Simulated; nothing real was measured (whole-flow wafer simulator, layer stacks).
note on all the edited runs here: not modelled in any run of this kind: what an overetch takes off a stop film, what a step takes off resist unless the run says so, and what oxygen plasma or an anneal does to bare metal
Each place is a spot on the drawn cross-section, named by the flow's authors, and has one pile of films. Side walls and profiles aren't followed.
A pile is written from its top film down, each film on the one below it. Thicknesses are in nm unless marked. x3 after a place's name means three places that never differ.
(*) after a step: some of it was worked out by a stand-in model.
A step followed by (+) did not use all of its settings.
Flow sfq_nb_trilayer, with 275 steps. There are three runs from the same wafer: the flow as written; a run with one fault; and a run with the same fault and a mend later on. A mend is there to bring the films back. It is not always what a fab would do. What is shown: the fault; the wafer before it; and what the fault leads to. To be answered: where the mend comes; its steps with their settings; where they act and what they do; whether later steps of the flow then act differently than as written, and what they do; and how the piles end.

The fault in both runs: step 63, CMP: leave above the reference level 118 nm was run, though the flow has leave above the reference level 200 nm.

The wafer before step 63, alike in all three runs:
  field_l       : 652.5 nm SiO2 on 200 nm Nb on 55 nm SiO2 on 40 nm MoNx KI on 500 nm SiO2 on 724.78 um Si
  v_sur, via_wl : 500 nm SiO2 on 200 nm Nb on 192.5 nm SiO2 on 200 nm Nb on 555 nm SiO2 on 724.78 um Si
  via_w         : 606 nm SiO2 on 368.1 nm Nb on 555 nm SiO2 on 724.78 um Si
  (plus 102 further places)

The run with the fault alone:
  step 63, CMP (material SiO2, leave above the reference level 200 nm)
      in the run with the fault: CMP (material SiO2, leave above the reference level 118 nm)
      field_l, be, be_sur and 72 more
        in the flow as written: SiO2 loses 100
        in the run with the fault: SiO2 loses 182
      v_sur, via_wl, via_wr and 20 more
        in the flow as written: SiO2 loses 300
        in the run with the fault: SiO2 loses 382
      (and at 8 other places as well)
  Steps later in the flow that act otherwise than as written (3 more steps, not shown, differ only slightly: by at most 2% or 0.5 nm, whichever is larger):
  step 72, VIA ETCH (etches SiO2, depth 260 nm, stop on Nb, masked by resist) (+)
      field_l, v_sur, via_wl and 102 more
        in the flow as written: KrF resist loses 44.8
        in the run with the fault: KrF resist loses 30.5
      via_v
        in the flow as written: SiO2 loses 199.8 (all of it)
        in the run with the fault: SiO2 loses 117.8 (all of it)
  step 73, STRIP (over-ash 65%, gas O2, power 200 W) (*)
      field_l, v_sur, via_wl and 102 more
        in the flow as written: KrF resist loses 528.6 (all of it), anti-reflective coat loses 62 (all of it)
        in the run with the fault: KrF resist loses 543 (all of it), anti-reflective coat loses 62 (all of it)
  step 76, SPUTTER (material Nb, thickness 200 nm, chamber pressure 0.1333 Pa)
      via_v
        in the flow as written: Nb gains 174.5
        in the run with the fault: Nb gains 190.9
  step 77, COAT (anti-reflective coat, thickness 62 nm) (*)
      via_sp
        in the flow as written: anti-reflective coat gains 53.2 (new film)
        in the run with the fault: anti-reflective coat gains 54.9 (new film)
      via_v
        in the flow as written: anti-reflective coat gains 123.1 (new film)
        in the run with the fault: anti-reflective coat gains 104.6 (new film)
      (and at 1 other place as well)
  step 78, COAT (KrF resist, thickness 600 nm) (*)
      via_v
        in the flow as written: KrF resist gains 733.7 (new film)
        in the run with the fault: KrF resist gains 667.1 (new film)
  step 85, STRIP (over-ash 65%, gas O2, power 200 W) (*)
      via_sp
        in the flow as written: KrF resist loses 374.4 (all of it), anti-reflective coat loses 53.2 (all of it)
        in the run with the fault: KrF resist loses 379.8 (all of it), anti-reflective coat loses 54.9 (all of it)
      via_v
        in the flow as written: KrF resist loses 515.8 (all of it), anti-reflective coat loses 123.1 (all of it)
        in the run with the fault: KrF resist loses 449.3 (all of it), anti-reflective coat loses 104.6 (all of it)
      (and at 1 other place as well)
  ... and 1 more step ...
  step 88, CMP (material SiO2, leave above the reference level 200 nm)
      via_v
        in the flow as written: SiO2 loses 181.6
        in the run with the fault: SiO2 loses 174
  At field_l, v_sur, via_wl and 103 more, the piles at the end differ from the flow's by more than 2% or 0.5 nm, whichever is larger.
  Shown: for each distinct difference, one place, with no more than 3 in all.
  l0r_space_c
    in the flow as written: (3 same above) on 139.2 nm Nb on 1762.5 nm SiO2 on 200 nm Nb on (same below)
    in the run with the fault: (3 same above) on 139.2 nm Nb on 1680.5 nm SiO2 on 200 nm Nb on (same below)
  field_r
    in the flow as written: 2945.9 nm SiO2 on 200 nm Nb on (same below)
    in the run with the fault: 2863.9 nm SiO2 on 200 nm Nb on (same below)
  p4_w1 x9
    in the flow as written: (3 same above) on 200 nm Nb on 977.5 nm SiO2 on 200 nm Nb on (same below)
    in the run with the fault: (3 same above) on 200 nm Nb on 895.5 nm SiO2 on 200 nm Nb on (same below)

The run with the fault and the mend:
  The mend stands after step 64.
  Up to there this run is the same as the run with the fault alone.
  step 64a, PECVD (material SiO2, thickness 82 nm, 150 C, 18.22 s, RF power 183.3 W, pressure 2.4 Torr, precursor SiH4/N2O) (the flow's step 62 again, with other settings)
      field_l, v_sur, via_wl and 103 more
        SiO2 gains 82
  None of the later steps of the flow differs from how it acts as written, at any place that is followed, by more than 2% or 0.5 nm, whichever is larger.
  The piles end only slightly different from the flow's at the places that both follow, by no more than 2% or 0.5 nm, whichever is larger.
